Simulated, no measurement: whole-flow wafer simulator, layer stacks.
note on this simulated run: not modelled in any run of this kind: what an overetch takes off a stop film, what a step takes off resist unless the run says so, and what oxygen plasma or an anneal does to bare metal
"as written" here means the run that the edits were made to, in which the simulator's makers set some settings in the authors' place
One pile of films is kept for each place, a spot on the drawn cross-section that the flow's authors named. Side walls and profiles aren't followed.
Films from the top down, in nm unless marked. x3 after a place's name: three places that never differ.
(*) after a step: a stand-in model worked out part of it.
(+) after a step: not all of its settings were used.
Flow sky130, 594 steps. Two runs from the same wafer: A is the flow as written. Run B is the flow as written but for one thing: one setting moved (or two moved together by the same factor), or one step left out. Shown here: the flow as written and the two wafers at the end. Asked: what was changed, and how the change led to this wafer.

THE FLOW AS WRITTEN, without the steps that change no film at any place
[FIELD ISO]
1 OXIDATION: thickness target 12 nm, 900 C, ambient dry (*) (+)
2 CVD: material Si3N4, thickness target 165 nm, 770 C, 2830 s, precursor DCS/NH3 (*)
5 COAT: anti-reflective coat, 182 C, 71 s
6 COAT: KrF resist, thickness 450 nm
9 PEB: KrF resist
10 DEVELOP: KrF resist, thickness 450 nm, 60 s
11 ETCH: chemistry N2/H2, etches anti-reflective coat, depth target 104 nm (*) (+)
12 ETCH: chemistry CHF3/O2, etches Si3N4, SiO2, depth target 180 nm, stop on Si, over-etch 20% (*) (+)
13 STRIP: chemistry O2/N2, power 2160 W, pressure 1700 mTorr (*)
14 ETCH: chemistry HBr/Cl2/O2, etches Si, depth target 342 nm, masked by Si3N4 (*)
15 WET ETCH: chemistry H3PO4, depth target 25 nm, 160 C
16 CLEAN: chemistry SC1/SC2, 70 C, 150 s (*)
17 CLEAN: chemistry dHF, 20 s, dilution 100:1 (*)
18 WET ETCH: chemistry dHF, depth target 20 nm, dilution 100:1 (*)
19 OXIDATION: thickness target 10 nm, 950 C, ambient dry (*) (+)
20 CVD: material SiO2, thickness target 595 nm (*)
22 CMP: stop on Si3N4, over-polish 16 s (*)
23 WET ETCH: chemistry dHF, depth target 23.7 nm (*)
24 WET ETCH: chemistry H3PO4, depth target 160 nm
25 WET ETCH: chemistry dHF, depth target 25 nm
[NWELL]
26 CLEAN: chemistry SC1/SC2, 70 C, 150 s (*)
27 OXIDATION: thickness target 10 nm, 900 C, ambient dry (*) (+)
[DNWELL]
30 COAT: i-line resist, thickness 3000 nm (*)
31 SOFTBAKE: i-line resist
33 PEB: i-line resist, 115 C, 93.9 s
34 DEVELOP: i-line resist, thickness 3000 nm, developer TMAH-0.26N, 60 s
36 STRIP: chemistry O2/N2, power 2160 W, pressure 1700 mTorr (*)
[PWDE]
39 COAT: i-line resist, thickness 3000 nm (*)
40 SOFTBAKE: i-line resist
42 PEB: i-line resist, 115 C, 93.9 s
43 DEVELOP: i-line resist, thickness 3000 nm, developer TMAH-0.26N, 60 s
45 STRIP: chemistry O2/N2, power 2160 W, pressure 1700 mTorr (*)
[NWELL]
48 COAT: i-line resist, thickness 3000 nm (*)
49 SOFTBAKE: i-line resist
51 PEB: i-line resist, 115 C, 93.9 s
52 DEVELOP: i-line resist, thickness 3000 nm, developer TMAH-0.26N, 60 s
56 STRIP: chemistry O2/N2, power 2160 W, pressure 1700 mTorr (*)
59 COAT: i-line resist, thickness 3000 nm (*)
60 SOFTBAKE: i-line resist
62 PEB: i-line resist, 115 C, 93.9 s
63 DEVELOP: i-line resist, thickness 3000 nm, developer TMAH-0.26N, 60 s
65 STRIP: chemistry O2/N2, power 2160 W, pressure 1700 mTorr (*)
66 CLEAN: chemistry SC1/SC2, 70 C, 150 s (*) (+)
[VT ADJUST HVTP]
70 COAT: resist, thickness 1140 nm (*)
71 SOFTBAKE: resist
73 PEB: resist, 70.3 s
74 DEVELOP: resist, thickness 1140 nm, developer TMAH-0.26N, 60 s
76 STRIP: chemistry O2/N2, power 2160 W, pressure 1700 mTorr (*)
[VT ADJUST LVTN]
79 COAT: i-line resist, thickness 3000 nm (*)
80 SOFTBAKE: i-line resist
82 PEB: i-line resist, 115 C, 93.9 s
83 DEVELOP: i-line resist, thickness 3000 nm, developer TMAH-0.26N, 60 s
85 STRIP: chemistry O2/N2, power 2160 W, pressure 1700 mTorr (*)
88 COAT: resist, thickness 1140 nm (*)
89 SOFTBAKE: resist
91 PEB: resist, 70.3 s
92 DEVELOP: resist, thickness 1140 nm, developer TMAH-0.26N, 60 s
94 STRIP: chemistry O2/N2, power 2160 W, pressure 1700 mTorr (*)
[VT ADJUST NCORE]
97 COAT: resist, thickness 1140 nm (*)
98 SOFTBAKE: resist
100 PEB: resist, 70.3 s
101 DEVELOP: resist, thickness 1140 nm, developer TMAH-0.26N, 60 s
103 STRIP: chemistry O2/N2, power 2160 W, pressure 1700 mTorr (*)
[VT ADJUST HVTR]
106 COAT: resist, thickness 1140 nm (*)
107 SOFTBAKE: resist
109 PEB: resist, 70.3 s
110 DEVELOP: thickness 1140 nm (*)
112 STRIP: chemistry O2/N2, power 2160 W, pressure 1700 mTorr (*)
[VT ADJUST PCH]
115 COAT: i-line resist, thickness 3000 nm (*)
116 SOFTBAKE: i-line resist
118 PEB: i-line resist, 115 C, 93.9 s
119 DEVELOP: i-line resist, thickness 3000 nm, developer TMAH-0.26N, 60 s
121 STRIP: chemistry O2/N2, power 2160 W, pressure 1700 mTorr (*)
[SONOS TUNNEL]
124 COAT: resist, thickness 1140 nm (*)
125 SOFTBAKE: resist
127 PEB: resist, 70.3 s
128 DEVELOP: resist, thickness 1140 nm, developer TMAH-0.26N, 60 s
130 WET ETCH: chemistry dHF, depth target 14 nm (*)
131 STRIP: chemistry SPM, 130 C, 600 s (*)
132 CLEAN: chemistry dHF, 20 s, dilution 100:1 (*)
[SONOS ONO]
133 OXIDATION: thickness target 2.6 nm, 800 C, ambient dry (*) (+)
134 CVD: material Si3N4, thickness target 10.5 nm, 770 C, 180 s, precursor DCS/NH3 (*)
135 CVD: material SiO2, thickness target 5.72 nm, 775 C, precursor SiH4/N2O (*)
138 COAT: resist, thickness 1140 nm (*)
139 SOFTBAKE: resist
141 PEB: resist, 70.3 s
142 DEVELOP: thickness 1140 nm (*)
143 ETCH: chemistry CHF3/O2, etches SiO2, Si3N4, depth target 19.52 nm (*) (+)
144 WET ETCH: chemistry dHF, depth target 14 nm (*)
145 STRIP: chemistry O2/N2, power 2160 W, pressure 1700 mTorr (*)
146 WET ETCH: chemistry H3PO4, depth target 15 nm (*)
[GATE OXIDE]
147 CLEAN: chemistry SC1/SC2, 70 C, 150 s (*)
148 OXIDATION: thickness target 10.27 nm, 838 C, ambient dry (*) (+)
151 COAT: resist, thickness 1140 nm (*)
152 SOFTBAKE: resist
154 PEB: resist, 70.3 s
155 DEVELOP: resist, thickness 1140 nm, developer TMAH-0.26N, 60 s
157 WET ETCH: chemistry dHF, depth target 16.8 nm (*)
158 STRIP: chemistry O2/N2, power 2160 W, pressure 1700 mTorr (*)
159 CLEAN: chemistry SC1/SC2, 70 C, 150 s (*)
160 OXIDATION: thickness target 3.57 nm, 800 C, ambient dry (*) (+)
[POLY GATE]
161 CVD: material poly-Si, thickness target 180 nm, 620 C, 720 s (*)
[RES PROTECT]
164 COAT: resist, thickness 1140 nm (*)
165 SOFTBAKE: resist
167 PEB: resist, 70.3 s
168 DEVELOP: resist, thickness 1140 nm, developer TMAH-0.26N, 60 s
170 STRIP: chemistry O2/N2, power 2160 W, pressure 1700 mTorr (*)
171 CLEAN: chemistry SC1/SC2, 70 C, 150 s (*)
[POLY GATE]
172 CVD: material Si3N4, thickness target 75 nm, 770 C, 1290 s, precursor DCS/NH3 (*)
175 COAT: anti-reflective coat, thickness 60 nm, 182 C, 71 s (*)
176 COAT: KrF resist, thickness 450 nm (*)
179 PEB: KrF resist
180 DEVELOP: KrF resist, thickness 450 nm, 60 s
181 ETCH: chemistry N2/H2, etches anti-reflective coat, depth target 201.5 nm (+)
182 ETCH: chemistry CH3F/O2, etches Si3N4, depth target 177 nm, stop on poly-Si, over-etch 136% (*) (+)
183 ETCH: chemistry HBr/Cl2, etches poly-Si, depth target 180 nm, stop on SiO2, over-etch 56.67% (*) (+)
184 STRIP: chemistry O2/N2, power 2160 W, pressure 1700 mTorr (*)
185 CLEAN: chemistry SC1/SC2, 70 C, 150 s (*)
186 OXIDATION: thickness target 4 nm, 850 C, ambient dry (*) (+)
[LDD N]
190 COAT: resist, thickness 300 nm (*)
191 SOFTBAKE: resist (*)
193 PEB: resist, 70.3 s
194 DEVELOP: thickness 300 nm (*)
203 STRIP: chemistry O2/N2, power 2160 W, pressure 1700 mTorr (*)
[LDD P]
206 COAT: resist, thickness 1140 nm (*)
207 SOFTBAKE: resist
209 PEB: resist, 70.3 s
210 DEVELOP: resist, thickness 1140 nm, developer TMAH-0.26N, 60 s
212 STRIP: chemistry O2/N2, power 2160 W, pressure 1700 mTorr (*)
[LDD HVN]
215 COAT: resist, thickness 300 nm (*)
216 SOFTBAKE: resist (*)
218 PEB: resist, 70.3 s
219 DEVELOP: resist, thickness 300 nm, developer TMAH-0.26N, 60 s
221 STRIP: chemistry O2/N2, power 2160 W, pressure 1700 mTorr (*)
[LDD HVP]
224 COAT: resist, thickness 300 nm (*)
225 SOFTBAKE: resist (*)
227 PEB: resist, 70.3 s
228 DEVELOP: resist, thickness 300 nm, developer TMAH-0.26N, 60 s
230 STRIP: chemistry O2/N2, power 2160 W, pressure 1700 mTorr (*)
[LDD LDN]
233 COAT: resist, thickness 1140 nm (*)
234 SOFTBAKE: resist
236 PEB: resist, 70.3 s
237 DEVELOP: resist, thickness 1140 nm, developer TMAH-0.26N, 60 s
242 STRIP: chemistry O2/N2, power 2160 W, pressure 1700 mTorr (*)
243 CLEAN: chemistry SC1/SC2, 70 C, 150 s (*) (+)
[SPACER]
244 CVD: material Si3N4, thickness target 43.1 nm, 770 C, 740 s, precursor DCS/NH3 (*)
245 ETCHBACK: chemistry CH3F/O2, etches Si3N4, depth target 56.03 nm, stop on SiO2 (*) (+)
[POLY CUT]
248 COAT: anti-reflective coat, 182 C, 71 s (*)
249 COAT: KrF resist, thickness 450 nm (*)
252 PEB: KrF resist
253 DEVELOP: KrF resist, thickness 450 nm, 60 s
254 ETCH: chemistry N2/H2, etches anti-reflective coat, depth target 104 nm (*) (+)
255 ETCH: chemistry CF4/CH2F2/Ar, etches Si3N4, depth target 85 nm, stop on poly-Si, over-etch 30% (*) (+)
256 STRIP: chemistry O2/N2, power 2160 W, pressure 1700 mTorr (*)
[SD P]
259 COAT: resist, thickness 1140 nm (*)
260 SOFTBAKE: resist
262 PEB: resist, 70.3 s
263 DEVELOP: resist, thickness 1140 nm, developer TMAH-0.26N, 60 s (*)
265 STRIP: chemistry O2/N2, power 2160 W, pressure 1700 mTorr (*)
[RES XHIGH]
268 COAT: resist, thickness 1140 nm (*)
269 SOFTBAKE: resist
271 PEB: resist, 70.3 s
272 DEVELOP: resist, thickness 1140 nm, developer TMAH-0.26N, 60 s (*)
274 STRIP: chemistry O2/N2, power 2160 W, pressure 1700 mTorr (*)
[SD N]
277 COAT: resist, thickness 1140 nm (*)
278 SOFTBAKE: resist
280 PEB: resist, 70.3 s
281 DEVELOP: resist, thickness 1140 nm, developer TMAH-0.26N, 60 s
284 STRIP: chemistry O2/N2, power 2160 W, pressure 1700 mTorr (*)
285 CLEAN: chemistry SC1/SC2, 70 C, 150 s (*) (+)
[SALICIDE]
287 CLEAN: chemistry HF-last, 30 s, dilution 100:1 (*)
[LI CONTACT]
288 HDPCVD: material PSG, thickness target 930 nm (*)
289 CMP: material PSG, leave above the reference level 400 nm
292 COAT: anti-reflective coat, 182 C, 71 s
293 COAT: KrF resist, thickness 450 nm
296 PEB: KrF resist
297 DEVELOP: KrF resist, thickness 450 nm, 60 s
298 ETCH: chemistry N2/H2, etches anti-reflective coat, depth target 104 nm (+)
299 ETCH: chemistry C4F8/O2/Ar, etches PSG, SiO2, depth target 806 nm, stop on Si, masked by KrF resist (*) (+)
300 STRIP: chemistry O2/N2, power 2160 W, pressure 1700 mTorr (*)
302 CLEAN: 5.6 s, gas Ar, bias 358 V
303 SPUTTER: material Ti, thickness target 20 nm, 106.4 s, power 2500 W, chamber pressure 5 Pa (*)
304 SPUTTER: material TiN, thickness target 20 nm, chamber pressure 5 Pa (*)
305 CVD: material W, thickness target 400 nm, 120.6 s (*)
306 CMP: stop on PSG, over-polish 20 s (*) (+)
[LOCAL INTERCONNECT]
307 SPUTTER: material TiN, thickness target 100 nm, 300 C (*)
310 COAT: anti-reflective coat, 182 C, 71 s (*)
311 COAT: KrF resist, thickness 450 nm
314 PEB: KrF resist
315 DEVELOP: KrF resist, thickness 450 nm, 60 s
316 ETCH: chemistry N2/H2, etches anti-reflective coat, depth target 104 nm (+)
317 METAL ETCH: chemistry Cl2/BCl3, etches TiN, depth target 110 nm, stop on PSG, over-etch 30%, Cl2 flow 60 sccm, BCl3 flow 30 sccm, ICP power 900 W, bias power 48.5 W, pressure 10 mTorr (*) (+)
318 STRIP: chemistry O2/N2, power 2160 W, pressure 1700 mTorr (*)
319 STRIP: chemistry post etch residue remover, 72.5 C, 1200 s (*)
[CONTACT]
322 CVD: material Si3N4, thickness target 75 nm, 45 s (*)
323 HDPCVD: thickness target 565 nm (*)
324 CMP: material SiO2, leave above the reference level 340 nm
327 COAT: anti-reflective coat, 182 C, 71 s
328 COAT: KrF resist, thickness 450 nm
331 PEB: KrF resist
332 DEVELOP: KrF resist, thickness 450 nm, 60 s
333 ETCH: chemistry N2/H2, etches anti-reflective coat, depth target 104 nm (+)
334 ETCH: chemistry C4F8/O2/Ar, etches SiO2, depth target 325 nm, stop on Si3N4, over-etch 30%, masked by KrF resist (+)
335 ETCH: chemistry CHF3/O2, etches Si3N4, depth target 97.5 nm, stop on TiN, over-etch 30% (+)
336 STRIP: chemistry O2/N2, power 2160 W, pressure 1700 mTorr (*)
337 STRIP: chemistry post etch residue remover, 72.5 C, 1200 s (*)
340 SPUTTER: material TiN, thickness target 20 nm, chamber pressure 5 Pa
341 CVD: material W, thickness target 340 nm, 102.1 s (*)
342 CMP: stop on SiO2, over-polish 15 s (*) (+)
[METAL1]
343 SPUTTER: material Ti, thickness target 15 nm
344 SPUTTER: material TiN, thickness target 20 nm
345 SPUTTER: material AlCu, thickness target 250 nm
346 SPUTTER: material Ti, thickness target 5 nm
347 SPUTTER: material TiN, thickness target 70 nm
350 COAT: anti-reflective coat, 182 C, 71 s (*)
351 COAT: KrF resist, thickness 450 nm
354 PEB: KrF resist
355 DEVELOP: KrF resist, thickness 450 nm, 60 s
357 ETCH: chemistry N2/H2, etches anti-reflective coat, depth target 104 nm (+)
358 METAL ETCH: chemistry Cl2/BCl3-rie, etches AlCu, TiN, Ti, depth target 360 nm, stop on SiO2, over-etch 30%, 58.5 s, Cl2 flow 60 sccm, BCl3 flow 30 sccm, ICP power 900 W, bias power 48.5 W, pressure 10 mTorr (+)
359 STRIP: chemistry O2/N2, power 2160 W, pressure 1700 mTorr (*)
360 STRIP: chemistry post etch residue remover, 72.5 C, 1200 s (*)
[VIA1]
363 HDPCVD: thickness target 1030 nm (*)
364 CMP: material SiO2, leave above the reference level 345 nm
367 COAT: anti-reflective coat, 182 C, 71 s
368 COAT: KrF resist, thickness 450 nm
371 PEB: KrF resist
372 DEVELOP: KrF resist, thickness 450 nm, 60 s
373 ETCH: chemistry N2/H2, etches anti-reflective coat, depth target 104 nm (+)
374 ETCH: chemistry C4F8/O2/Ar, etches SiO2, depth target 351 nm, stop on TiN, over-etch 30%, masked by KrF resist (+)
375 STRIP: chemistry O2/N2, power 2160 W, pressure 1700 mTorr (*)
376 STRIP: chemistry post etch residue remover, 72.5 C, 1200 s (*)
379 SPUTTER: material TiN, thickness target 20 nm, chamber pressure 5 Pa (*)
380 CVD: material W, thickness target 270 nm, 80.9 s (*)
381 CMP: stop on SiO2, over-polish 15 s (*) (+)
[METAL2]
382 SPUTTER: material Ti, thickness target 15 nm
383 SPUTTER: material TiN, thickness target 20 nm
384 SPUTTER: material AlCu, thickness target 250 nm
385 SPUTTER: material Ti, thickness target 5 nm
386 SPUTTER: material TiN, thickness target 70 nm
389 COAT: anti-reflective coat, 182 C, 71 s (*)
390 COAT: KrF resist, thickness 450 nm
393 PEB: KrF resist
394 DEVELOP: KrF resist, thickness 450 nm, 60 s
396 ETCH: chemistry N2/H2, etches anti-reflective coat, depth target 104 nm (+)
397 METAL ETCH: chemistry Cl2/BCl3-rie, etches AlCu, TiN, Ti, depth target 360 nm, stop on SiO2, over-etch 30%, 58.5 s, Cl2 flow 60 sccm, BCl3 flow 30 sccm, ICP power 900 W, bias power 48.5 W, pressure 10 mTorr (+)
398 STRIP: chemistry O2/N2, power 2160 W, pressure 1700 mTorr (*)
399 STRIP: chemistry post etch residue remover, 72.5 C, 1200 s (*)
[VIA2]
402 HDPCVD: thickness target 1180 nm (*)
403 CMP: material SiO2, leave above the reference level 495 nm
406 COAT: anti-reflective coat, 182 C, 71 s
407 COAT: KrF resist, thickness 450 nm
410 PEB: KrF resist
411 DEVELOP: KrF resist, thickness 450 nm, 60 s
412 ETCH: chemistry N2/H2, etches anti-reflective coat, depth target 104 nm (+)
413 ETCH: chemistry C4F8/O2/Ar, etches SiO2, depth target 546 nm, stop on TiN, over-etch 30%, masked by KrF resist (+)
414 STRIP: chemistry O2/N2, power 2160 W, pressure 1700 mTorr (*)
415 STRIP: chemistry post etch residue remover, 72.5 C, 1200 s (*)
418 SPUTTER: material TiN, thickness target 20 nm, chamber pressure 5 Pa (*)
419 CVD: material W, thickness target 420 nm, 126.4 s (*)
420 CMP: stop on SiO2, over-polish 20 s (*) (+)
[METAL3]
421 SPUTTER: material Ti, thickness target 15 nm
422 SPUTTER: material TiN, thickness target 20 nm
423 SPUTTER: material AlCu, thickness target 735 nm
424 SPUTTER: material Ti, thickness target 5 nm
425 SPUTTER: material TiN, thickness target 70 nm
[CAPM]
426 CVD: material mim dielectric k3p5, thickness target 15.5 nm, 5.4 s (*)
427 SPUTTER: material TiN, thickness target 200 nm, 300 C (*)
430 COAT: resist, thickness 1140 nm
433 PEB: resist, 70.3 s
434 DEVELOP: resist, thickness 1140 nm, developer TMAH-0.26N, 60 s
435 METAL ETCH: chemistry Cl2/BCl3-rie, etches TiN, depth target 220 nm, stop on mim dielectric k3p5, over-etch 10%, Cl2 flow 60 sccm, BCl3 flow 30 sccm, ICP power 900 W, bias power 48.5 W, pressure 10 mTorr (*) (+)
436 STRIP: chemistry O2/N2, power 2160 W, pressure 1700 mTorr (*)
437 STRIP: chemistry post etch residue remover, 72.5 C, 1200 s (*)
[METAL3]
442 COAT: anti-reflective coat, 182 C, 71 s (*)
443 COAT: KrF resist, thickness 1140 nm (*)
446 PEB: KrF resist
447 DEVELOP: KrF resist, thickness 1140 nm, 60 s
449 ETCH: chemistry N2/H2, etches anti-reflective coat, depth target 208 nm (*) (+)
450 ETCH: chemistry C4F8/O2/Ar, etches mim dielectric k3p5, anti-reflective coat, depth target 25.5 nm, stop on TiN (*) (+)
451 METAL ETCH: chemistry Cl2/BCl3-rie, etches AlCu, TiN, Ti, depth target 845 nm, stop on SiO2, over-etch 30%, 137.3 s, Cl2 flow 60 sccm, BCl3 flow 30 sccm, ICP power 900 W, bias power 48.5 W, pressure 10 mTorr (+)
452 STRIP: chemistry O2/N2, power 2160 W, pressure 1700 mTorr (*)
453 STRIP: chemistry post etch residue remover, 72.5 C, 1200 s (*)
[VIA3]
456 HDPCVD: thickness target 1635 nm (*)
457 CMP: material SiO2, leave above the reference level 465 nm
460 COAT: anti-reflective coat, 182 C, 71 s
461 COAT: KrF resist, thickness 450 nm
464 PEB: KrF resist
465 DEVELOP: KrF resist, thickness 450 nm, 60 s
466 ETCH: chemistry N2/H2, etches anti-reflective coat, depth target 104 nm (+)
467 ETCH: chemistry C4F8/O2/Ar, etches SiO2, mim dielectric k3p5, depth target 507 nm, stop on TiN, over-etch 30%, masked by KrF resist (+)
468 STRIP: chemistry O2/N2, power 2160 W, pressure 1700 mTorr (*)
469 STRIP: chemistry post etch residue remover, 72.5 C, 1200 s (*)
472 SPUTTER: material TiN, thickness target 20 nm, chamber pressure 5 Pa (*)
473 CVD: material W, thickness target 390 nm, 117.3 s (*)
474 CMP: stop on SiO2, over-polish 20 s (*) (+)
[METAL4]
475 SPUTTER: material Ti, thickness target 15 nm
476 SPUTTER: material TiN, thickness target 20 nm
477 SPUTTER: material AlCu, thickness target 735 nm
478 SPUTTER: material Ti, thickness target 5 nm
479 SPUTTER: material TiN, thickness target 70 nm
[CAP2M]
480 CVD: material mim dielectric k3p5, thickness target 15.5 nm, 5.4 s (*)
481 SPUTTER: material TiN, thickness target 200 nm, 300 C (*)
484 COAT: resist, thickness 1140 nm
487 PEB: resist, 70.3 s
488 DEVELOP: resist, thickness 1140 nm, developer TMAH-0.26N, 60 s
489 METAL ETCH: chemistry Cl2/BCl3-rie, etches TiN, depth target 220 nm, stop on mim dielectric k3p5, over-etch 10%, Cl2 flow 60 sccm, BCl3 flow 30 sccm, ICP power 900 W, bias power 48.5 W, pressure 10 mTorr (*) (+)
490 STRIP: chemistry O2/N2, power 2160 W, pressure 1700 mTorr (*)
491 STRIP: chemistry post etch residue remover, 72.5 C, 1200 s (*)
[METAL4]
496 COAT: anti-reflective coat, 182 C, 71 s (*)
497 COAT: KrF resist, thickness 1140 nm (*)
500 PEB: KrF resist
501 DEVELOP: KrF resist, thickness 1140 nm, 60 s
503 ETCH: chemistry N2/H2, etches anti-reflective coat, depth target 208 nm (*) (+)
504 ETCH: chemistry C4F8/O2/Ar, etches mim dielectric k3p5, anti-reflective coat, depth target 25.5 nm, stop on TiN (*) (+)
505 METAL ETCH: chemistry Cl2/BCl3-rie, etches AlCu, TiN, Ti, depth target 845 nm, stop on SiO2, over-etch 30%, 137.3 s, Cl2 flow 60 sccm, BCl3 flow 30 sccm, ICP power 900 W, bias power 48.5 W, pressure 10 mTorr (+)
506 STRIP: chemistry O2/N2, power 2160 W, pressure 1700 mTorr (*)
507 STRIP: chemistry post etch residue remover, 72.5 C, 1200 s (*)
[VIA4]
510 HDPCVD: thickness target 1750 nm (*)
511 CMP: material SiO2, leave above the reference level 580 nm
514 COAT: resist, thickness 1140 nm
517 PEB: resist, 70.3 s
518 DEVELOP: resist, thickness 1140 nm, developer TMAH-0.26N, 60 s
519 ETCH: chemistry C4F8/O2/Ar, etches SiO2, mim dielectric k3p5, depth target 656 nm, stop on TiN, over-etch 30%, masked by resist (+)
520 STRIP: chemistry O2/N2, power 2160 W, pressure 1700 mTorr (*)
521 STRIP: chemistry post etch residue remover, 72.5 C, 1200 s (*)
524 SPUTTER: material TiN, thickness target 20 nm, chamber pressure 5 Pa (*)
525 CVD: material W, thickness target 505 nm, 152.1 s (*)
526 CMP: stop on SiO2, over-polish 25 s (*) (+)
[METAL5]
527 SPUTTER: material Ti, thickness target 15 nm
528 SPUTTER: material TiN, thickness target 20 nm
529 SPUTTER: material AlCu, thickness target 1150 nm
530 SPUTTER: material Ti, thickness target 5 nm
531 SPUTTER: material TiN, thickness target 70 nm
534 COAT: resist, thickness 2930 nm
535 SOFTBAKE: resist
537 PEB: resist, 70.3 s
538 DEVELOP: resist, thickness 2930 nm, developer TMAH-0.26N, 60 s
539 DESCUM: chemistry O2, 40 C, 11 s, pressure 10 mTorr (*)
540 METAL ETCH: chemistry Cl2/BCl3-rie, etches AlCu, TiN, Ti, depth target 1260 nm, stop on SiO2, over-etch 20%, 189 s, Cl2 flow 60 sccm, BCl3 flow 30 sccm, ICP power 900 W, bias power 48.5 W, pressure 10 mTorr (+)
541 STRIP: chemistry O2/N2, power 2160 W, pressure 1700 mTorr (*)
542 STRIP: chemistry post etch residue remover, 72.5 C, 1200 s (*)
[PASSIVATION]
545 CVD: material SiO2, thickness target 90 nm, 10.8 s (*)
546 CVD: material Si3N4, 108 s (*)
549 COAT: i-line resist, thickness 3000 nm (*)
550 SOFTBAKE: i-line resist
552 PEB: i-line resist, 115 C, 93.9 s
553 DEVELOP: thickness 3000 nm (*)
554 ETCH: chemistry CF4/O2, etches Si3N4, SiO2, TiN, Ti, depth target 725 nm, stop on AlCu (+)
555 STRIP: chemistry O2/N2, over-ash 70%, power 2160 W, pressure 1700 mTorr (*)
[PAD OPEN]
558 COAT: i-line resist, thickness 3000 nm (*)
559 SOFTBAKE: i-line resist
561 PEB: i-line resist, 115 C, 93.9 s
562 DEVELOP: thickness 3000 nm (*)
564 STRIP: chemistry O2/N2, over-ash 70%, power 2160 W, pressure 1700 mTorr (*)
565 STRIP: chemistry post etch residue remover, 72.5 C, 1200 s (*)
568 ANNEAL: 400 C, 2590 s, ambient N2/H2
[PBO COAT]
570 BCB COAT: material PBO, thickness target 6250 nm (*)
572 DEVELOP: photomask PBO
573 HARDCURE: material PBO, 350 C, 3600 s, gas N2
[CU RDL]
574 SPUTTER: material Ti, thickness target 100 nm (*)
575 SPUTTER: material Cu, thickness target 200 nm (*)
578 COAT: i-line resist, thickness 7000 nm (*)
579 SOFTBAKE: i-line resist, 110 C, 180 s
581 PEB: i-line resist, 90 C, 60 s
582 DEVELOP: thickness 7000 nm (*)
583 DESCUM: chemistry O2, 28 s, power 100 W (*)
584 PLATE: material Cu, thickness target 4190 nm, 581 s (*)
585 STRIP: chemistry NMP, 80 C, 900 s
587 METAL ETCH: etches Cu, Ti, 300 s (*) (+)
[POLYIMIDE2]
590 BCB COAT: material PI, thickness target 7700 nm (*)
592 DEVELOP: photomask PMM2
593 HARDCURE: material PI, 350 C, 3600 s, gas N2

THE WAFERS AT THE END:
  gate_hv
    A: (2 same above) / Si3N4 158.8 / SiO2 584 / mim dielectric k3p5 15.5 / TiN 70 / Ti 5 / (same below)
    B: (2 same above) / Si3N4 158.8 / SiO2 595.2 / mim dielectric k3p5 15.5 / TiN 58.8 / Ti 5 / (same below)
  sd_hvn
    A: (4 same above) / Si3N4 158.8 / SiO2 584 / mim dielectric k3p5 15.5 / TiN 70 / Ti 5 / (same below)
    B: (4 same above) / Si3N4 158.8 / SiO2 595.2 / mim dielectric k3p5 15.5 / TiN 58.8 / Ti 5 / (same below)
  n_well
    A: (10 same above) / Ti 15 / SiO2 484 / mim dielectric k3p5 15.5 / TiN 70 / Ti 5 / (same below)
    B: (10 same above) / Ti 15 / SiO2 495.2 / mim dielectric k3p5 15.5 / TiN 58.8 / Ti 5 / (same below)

The cause: step 479, SPUTTER: thickness target 58.8 nm was run, where the flow has thickness target 70 nm.
It can be read off the wafer: gate_hv has TiN 58.8, and step 479 as written asks for 70 nm.

How the change led to this, step by step:
  479 SPUTTER: material TiN, thickness target 70 nm
      field, active, n_well and 189 more: A TiN +70 (new film) | B TiN +58.8 (new film)
  505 METAL ETCH: chemistry Cl2/BCl3-rie, etches AlCu, TiN, Ti, depth target 845 nm, stop on SiO2, over-etch 30%, 137.3 s, Cl2 flow 60 sccm, BCl3 flow 30 sccm, ICP power 900 W, bias power 48.5 W, pressure 10 mTorr (+)
      field, gate, spacer and 68 more: A TiN -70 (all of it), Ti -5 (all of it), AlCu -735 (all of it), TiN -20 (all of it), Ti -15 (all of it), SiO2 -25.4 | B TiN -58.8 (all of it), Ti -5 (all of it), AlCu -735 (all of it), TiN -20 (all of it), Ti -15 (all of it), SiO2 -26.5
      active, vpp_iso1, mim_edge_plate and 14 more: A TiN -70 (all of it), Ti -5 (all of it), AlCu -735 (all of it), TiN -20 (all of it), Ti -15 (all of it), SiO2 -25.3 | B TiN -58.8 (all of it), Ti -5 (all of it), AlCu -735 (all of it), TiN -20 (all of it), Ti -15 (all of it), SiO2 -26.5
  519 ETCH: chemistry C4F8/O2/Ar, etches SiO2, mim dielectric k3p5, depth target 656 nm, stop on TiN, over-etch 30%, masked by resist (+)
      m1: A SiO2 -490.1 (all of it), mim dielectric k3p5 -15.5 (all of it) | B SiO2 -501.3 (all of it), mim dielectric k3p5 -15.5 (all of it)
      via4_hole: A SiO2 -489.5 (all of it), mim dielectric k3p5 -15.5 (all of it) | B SiO2 -500.7 (all of it), mim dielectric k3p5 -15.5 (all of it)
